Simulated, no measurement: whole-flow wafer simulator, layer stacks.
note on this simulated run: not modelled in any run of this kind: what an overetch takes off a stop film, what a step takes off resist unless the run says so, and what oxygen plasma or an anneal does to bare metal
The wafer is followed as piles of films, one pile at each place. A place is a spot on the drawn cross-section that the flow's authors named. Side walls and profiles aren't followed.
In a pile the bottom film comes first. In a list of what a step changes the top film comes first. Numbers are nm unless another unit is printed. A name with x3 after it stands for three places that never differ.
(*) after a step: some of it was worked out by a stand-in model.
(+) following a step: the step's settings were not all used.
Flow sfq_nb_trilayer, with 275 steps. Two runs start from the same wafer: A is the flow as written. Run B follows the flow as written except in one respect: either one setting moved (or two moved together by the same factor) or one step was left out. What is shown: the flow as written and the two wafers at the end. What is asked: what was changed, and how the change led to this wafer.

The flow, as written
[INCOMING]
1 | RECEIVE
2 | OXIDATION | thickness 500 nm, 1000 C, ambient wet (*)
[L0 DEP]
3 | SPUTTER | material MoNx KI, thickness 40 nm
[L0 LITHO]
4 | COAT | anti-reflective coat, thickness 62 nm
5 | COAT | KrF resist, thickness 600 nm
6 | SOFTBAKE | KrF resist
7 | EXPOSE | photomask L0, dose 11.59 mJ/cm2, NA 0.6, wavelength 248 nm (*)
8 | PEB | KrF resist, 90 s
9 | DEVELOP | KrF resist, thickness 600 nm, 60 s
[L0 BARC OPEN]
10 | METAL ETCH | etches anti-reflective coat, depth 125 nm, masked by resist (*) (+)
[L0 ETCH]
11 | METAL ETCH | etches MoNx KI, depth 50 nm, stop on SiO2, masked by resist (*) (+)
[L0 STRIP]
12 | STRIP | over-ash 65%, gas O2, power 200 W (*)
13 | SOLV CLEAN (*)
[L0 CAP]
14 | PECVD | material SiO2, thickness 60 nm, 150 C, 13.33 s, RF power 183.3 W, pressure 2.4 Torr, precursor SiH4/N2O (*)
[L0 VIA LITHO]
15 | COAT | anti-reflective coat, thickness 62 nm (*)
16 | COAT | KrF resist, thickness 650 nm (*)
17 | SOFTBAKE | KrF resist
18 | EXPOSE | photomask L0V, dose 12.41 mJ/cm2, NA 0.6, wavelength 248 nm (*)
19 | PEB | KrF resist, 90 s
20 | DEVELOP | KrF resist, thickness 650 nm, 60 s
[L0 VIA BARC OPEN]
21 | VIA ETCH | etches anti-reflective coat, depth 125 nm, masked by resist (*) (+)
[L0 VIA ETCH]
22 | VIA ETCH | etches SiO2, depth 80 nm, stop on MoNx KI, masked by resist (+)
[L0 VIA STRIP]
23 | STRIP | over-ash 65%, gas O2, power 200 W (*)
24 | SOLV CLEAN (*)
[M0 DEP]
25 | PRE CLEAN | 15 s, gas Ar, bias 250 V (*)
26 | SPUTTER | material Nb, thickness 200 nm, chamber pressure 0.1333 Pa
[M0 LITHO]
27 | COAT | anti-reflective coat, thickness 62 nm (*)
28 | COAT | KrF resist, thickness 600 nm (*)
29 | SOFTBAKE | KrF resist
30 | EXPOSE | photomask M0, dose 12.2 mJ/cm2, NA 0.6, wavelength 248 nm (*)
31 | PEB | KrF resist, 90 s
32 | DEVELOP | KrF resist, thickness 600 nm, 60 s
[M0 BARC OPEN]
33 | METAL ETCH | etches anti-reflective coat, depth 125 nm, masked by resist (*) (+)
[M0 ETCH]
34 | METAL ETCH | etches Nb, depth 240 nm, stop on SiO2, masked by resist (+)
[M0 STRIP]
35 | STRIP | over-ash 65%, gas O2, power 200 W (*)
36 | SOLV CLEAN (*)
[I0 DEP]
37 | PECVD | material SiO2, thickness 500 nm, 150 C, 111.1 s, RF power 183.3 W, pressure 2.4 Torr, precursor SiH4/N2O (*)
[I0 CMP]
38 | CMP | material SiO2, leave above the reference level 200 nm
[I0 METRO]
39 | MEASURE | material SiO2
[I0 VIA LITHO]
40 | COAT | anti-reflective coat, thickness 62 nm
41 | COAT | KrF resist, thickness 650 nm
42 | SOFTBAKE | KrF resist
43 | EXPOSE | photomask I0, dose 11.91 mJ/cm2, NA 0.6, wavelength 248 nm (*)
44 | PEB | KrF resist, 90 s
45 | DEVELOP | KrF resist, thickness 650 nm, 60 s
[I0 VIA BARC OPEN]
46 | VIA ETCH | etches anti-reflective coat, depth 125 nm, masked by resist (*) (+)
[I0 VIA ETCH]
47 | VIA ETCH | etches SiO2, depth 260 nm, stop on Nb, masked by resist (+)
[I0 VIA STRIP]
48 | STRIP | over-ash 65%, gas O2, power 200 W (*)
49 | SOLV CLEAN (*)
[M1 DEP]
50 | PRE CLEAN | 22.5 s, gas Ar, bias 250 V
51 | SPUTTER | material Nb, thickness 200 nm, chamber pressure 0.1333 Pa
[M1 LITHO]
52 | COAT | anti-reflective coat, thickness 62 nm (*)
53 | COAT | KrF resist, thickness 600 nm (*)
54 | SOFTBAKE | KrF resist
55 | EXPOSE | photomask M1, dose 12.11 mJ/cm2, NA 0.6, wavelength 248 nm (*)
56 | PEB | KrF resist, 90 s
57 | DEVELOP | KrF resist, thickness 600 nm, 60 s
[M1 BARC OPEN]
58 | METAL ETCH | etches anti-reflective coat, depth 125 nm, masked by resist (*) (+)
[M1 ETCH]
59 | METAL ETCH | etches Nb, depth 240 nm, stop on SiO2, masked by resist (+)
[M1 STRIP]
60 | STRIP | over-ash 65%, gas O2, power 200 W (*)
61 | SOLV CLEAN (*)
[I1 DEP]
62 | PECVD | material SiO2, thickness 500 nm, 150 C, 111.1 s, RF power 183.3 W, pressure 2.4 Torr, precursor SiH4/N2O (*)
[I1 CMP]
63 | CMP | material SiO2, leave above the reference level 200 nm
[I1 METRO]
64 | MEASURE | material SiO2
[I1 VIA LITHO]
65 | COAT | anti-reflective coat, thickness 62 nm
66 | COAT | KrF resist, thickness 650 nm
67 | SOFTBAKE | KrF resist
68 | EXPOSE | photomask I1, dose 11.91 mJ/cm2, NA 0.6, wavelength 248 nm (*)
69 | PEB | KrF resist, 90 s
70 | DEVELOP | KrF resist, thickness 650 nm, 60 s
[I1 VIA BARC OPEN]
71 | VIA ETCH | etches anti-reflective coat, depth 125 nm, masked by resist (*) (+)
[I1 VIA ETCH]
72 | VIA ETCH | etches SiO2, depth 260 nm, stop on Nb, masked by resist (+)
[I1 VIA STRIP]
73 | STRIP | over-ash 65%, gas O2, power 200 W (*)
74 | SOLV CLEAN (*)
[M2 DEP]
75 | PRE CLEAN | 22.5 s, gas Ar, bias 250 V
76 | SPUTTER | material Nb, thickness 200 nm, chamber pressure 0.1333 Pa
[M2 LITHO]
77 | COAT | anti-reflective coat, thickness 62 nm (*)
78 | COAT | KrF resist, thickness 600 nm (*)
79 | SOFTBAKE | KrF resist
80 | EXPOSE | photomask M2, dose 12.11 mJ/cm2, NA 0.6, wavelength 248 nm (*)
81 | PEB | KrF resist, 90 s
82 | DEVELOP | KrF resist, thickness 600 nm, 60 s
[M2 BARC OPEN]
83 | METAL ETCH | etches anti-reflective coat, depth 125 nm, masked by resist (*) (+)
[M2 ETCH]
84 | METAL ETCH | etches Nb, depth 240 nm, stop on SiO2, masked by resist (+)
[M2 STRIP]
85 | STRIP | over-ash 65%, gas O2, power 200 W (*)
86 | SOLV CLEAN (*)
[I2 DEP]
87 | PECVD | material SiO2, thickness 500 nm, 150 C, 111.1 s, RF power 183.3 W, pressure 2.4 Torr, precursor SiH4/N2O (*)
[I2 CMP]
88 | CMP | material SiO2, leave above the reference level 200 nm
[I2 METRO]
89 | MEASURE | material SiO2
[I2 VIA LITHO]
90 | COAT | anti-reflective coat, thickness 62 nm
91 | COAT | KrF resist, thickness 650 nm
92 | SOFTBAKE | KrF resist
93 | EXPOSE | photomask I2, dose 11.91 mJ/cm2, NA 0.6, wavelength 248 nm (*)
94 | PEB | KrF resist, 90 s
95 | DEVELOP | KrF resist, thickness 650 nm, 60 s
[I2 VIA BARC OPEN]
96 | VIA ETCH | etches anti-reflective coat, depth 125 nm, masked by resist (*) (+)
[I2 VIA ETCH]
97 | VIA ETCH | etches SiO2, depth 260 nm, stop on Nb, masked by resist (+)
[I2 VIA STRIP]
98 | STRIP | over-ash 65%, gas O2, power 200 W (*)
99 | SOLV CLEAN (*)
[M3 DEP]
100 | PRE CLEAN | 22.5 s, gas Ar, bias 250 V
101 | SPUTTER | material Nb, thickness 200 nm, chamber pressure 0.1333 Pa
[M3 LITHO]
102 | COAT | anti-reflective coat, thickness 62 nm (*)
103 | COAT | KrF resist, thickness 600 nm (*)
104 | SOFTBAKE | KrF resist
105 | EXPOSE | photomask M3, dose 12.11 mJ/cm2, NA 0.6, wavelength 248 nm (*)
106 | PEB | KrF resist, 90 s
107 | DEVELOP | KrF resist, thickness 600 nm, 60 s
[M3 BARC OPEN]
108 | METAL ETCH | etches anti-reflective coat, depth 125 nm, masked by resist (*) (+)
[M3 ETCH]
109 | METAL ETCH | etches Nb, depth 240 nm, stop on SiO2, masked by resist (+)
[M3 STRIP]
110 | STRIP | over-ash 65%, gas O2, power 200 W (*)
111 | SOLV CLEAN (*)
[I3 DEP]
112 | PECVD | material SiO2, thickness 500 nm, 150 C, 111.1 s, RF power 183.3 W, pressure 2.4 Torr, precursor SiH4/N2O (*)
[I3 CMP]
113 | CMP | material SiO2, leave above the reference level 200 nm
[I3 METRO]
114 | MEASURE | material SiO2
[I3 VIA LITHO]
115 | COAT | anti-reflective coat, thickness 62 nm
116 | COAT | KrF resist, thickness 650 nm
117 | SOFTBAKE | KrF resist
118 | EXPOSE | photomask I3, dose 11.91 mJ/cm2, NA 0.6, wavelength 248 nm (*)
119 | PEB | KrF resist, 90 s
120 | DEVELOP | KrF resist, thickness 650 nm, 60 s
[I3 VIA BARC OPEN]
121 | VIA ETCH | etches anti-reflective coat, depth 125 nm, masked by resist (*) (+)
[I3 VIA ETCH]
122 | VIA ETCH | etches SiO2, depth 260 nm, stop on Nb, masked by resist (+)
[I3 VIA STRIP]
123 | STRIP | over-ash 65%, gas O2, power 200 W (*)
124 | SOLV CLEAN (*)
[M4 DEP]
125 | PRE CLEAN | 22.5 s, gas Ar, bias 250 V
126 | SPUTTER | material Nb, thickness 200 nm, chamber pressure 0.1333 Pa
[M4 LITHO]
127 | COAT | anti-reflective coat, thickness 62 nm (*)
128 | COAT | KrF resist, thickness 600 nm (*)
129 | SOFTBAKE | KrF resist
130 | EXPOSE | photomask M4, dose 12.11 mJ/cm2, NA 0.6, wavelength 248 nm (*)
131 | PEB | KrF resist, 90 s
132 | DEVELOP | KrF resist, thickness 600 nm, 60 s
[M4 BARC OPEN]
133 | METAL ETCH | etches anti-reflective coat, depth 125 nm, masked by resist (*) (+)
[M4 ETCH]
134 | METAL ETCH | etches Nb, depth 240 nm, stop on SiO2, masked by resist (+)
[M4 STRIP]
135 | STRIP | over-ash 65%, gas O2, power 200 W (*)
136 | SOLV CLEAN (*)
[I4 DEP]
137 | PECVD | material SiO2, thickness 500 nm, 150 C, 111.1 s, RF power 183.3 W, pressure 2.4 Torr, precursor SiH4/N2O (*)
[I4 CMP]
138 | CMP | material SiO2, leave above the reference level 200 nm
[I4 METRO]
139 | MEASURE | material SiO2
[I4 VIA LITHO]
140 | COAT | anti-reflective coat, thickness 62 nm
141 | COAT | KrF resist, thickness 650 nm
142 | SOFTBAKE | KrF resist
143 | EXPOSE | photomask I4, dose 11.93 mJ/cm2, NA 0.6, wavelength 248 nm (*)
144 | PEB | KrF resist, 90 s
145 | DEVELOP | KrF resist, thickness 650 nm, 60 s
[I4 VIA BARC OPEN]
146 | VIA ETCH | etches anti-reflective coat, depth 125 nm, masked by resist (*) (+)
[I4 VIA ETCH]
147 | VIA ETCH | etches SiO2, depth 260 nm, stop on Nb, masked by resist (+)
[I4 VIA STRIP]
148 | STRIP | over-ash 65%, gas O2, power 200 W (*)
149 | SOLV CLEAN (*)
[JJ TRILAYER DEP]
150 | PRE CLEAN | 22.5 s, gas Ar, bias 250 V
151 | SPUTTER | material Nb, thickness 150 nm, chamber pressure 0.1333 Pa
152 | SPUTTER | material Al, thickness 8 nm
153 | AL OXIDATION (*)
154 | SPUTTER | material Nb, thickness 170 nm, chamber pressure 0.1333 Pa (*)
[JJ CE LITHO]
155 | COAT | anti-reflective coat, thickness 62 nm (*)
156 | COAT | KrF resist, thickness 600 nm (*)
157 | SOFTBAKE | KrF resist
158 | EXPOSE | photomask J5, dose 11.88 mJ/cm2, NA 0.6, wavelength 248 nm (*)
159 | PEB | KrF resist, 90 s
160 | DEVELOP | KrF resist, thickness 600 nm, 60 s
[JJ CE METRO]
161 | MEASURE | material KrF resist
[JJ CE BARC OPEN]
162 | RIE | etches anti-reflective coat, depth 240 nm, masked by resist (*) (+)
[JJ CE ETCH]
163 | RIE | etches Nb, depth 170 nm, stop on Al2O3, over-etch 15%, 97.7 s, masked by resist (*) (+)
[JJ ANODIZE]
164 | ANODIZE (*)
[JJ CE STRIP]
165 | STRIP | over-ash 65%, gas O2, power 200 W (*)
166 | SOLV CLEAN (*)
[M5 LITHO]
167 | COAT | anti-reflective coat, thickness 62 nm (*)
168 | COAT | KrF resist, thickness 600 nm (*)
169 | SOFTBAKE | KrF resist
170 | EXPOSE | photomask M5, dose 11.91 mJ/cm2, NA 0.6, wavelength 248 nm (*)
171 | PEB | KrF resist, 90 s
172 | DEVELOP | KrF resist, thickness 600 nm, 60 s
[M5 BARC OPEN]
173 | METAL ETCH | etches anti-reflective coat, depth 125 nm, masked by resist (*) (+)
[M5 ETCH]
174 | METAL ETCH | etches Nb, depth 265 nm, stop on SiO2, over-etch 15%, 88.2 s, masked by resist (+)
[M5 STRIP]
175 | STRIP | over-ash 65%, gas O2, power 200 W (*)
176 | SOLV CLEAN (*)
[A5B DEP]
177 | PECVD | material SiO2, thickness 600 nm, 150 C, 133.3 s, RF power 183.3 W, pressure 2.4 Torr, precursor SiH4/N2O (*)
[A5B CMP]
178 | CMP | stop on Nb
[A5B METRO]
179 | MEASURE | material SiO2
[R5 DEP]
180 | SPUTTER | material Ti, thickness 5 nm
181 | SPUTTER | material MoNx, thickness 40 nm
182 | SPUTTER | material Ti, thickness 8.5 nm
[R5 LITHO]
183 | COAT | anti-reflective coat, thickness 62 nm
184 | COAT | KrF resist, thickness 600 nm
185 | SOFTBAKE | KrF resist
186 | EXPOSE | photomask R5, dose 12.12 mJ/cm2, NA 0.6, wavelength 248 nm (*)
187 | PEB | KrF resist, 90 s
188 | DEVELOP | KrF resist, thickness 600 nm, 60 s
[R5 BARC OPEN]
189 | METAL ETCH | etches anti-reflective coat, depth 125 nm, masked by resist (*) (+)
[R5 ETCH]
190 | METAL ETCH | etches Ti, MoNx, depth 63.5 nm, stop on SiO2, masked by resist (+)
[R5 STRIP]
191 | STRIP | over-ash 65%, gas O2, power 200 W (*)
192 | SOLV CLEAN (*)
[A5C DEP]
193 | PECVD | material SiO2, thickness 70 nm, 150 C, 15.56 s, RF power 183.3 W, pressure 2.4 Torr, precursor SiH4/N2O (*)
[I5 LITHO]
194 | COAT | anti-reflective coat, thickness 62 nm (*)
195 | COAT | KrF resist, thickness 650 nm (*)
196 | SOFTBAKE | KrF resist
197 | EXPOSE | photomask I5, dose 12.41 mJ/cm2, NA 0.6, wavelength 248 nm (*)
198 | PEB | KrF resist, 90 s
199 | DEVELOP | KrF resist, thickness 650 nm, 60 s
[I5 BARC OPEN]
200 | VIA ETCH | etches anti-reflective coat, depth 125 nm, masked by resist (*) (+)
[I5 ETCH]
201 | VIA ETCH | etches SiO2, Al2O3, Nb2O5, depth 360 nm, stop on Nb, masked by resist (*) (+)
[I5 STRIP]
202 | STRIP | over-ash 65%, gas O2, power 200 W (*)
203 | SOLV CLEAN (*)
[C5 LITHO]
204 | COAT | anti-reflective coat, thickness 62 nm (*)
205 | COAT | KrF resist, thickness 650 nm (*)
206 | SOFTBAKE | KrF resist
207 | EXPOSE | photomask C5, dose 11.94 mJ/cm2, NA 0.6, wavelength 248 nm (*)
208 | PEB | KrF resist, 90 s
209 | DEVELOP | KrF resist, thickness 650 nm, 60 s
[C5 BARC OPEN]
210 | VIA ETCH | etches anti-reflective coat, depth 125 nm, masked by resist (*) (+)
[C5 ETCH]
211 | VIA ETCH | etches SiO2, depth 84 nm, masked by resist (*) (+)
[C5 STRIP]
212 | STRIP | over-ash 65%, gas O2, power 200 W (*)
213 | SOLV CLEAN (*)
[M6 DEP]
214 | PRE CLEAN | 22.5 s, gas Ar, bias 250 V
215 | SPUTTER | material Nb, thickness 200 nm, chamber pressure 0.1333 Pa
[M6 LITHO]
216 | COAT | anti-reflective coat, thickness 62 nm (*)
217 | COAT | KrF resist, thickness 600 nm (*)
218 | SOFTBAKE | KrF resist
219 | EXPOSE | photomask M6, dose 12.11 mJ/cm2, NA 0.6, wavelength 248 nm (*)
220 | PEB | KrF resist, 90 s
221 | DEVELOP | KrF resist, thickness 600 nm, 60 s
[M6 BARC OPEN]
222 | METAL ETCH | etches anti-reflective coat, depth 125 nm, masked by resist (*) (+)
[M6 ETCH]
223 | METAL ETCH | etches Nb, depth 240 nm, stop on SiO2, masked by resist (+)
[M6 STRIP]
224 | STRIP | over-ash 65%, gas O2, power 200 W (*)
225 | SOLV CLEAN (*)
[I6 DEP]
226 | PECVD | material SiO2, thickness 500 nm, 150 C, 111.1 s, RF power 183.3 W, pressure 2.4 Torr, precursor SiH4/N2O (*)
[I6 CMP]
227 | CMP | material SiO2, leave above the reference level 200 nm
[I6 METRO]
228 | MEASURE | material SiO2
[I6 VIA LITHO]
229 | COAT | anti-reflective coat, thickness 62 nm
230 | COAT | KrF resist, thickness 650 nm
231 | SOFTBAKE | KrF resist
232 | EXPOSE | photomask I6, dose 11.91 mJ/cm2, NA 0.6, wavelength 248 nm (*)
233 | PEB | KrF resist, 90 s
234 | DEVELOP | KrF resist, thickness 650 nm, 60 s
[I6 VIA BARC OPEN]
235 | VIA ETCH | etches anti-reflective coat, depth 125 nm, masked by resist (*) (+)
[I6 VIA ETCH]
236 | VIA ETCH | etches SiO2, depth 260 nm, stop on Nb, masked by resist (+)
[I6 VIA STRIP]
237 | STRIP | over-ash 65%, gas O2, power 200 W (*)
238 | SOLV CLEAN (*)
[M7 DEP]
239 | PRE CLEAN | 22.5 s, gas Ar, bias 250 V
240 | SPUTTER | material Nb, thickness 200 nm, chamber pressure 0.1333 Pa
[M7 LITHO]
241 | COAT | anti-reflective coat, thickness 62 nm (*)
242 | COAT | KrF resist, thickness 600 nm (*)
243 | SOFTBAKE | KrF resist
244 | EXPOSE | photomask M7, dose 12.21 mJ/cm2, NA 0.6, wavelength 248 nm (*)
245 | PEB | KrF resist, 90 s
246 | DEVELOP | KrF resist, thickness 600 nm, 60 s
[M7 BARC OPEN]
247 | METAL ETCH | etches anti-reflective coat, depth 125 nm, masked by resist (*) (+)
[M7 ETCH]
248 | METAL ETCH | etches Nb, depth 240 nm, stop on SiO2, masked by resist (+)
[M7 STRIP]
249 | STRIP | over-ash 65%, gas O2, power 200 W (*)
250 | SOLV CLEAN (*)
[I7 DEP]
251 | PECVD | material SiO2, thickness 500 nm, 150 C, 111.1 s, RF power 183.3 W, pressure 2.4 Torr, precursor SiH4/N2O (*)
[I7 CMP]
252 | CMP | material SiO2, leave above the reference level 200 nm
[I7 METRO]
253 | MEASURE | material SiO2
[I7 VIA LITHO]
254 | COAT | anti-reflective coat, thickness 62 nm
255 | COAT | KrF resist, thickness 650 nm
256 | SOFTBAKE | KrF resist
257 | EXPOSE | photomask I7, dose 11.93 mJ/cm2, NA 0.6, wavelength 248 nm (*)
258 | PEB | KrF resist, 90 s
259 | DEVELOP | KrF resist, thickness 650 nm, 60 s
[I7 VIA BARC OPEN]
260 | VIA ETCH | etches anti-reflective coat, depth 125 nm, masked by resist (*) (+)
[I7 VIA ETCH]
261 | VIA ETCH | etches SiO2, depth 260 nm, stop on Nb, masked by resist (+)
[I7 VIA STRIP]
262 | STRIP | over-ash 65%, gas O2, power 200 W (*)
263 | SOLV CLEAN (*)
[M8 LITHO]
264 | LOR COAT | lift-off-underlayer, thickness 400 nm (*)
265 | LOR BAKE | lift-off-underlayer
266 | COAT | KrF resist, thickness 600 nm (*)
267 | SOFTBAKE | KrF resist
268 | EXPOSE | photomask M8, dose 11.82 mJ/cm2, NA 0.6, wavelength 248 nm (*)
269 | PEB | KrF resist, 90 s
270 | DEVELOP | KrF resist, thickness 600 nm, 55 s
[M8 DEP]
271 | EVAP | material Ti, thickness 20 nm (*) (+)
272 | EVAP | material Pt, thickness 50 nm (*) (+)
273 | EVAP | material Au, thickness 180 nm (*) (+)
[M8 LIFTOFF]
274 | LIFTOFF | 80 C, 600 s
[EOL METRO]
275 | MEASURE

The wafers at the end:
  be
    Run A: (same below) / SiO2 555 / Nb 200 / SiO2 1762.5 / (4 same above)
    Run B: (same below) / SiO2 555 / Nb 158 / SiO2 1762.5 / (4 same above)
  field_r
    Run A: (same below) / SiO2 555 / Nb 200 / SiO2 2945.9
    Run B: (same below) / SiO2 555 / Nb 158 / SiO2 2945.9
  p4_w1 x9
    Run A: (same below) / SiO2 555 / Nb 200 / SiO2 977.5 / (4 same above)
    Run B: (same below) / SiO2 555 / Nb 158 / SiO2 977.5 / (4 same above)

What caused this: step 26, SPUTTER: thickness 158 nm was run, whereas the flow has thickness 200 nm.
The wafer lets one read it off: be has Nb 158, and step 26 as written asks for 200 nm.

How this came from the change, step by step:
  26 | SPUTTER | material Nb, thickness 200 nm, chamber pressure 0.1333 Pa
      field_l, v_sur, via_wl and 102 more: A Nb gains 200 (new film) | B Nb gains 158 (new film)
      l0v: A Nb gains 195.7 (new film) | B Nb gains 153.8 (new film)
  34 | METAL ETCH | etches Nb, depth 240 nm, stop on SiO2, masked by resist (+)
      moat, m0r_space_l x2: A Nb loses 200 (all of it) | B Nb loses 158 (all of it)
  37 | PECVD | material SiO2, thickness 500 nm, 150 C, 111.1 s, RF power 183.3 W, pressure 2.4 Torr, precursor SiH4/N2O (*)
      moat, m0r_space_l x2: A SiO2 gains 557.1 | B SiO2 gains 515.1
